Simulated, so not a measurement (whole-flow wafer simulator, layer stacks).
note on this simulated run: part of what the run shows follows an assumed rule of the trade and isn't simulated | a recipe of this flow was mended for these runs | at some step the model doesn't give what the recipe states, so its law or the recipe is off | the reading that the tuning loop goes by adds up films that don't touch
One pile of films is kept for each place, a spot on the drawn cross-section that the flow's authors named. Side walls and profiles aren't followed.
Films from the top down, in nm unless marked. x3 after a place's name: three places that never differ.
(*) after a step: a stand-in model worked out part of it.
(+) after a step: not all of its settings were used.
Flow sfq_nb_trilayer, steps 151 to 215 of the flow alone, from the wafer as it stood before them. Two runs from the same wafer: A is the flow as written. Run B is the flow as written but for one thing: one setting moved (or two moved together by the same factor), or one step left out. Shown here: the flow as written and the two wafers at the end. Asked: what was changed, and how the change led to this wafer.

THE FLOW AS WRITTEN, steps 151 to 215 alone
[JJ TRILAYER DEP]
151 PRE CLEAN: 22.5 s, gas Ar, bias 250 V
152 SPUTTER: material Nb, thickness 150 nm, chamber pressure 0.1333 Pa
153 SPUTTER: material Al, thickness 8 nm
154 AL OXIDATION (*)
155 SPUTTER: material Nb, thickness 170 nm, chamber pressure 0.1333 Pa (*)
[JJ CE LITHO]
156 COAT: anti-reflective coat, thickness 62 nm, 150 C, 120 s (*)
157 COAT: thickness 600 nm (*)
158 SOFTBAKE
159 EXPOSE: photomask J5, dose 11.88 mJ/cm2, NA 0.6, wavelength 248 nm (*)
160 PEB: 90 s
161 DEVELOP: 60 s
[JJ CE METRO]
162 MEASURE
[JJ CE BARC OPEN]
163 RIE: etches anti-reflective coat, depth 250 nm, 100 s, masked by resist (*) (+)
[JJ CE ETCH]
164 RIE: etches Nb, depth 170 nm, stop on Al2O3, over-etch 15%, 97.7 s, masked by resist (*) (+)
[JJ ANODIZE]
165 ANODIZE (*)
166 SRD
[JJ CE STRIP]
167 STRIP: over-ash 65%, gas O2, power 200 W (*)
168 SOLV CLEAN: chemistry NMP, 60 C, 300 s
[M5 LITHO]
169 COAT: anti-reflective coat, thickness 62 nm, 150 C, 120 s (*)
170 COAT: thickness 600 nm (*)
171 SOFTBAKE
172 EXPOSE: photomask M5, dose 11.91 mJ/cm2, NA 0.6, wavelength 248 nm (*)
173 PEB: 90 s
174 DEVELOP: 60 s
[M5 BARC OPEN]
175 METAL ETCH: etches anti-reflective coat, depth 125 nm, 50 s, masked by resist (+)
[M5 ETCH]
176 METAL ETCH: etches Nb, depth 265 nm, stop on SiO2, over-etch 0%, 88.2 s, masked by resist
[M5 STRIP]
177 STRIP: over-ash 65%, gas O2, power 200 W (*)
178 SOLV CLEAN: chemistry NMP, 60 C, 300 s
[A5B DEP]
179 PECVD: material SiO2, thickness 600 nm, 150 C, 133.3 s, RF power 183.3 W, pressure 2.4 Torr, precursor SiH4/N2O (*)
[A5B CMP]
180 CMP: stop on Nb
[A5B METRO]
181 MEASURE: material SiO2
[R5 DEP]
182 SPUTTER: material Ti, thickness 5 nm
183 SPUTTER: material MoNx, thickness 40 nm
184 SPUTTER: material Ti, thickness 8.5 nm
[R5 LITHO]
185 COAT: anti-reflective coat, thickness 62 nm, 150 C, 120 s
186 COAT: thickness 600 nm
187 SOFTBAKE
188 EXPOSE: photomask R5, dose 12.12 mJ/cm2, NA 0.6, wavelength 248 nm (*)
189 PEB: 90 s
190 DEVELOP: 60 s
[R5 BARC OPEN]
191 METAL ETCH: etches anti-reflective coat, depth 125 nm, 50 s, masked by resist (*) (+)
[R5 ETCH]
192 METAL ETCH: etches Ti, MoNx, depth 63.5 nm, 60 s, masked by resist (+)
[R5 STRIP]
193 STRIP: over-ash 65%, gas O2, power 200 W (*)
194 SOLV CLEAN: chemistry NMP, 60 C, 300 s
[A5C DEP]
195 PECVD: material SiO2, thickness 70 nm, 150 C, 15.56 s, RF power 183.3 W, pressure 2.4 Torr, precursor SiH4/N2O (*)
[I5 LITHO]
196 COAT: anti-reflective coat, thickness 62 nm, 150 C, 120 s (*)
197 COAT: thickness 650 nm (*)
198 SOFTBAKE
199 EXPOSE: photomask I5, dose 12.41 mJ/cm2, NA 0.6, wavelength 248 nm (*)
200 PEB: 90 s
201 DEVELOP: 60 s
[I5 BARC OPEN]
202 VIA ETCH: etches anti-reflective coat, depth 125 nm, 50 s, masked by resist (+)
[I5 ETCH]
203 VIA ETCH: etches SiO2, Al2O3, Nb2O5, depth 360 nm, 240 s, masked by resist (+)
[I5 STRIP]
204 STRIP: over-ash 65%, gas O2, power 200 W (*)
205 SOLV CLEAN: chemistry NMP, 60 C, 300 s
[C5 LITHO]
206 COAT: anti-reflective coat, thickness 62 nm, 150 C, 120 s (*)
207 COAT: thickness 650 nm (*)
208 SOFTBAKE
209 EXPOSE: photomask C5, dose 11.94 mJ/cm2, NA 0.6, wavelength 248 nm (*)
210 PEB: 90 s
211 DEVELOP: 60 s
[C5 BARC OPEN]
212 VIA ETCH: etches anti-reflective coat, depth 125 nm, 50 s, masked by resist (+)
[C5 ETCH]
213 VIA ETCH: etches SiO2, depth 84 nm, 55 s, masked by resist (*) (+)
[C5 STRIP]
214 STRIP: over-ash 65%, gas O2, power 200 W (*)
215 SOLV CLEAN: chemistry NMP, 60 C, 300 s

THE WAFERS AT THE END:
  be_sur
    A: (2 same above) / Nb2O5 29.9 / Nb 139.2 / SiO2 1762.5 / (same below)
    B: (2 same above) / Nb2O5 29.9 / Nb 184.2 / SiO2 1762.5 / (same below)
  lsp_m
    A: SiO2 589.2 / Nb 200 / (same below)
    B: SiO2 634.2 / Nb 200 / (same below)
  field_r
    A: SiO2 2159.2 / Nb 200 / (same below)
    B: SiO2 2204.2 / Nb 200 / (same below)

The cause: step 152, SPUTTER: thickness 195 nm was run, where the flow has thickness 150 nm.

How the change led to this, step by step:
  152 SPUTTER: material Nb, thickness 150 nm, chamber pressure 0.1333 Pa
      field_l, v_sur, via_sp and 100 more: A Nb +150 (new film) | B Nb +195 (new film)
      via_wl, via_w, via_wr: A Nb +129.8 | B Nb +169.2
  156 COAT: anti-reflective coat, thickness 62 nm, 150 C, 120 s (*)
      via_wl, via_wr: A anti-reflective coat +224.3 (new film) | B anti-reflective coat +237.8 (new film)
      v_sur: A anti-reflective coat +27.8 (new film) | B anti-reflective coat +28.4 (new film)
      (and at 1 more place)
  163 RIE: etches anti-reflective coat, depth 250 nm, 100 s, masked by resist (*) (+)
      via_wl, via_wr: A anti-reflective coat -224.3 (all of it) | B anti-reflective coat -237.8 (all of it)
      v_sur: A anti-reflective coat -27.8 (all of it) | B anti-reflective coat -28.4 (all of it)
      (and at 1 more place)
  165 ANODIZE (*)
      via_wl, via_wr: A Al2O3 +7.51 (new film), Nb2O5 +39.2 (new film), Al -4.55 (all of it), Nb -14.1 | B Al2O3 +6.94 (new film), Nb2O5 +40.2 (new film), Al -4.21 (all of it), Nb -14.5
  169 COAT: anti-reflective coat, thickness 62 nm, 150 C, 120 s (*)
      via_wl, via_wr: A anti-reflective coat +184 (new film) | B anti-reflective coat +191.9 (new film)
      v_sur: A anti-reflective coat +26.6 (new film) | B anti-reflective coat +27.2 (new film)
      (and at 1 more place)
  176 METAL ETCH: etches Nb, depth 265 nm, stop on SiO2, over-etch 0%, 88.2 s, masked by resist
      field_l, res, r_end and 47 more: A Al2O3 -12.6 (all of it), Nb2O5 -29.9 (all of it), Nb -139.2 (all of it), SiO2 -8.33 | B Al2O3 -12.6 (all of it), Nb2O5 -29.9 (all of it), Nb -184.2 (all of it), SiO2 -3.83
      r_sur, wl_a_sl, wl_a_m6: A Al2O3 -12.5 (all of it), Nb2O5 -29.9 (all of it), Nb -139.2 (all of it), SiO2 -8.33 | B Al2O3 -12.5 (all of it), Nb2O5 -29.9 (all of it), Nb -184.2 (all of it), SiO2 -3.83
  177 STRIP: over-ash 65%, gas O2, power 200 W (*)
      v_sur: A KrF-resist-other-grade -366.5 (all of it), anti-reflective coat -26.6 (all of it) | B KrF-resist-other-grade -366 (all of it), anti-reflective coat -27.2 (all of it)
      via_wl: A KrF-resist-other-grade -418.2 (all of it), anti-reflective coat -184 (all of it) | B KrF-resist-other-grade -415.7 (all of it), anti-reflective coat -191.9 (all of it)
      (and at 2 more places)
  180 CMP: stop on Nb
      field_l, p4_fl x5, p4_w1 x9 and 27 more: A SiO2 -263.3 | B SiO2 -222.8
      r_sur, res, r_end, moat, field_r, lsp_l: A SiO2 -256.4 | B SiO2 -214.4
      (and at 8 more places)
